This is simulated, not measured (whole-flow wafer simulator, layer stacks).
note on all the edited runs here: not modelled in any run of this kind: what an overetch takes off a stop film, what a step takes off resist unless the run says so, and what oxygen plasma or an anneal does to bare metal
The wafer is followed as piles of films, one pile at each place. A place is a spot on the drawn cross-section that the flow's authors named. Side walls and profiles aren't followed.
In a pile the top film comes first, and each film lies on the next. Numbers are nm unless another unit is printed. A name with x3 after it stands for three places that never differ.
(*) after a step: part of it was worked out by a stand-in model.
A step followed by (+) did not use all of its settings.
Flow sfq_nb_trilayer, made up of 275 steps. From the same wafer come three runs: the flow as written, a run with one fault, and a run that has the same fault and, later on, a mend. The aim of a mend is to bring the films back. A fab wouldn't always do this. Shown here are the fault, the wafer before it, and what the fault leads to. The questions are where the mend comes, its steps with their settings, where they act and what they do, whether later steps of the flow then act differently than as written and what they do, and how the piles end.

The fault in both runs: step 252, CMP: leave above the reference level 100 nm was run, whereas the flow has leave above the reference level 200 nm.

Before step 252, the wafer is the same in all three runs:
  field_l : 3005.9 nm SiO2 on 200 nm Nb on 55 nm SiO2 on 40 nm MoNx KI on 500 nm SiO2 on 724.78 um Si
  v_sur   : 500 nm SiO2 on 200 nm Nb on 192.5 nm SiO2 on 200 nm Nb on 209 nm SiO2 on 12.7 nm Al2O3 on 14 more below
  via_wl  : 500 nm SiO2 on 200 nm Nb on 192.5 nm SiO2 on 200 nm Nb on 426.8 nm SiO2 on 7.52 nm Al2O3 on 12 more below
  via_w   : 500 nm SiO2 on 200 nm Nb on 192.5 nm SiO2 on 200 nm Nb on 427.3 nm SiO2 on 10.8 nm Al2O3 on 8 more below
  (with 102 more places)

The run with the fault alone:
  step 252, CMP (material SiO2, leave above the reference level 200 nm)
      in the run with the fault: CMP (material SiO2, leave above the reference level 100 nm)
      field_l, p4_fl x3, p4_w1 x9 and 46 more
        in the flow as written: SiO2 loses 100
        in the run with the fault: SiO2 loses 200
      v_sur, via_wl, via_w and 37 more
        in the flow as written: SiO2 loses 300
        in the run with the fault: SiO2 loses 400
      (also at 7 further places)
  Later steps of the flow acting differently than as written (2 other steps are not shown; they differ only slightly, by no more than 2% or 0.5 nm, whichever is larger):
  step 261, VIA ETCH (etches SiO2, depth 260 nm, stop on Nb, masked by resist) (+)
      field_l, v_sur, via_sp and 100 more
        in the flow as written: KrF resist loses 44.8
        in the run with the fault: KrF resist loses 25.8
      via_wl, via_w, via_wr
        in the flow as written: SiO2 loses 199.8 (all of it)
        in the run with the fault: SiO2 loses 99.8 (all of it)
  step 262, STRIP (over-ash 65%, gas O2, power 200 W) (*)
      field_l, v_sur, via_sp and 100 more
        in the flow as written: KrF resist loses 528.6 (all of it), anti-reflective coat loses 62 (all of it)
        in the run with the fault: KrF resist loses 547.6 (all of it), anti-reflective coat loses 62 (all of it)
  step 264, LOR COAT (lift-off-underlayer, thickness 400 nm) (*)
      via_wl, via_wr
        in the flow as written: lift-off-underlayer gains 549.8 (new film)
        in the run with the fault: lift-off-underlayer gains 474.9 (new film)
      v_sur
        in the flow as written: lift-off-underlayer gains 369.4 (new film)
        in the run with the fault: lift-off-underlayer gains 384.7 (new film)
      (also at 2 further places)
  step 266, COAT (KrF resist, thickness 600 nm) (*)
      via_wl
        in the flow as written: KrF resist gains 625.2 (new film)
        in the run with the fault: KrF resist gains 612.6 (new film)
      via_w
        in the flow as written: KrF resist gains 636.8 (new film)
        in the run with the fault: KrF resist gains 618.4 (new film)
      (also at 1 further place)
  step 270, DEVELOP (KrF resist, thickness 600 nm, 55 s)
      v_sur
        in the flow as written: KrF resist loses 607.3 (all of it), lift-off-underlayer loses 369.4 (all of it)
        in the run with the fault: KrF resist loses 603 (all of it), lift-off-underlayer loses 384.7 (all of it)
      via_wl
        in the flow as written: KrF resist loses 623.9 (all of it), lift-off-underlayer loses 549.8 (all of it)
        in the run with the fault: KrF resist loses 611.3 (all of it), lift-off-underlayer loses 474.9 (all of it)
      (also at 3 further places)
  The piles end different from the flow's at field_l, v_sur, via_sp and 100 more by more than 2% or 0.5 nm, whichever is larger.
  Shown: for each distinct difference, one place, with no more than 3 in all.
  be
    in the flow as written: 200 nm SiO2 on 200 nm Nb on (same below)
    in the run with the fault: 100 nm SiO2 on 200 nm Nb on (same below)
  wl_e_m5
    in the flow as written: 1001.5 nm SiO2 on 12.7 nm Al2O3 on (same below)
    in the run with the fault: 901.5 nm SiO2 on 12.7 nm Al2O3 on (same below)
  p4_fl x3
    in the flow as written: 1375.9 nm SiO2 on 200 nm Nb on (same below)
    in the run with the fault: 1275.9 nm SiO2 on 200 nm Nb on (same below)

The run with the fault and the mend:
  After step 253 comes the mend.
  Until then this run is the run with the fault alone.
  step 253a, PECVD (material SiO2, thickness 100 nm, 150 C, 22.22 s, RF power 183.3 W, pressure 2.4 Torr, precursor SiH4/N2O) (the flow's step 251, run once more with other settings)
      field_l, v_sur, via_wl and 103 more
        SiO2 gains 100
  Every later step of the flow that is run acts as written at every place that is followed.
  At every place that both follow, the piles at the end match the flow's.
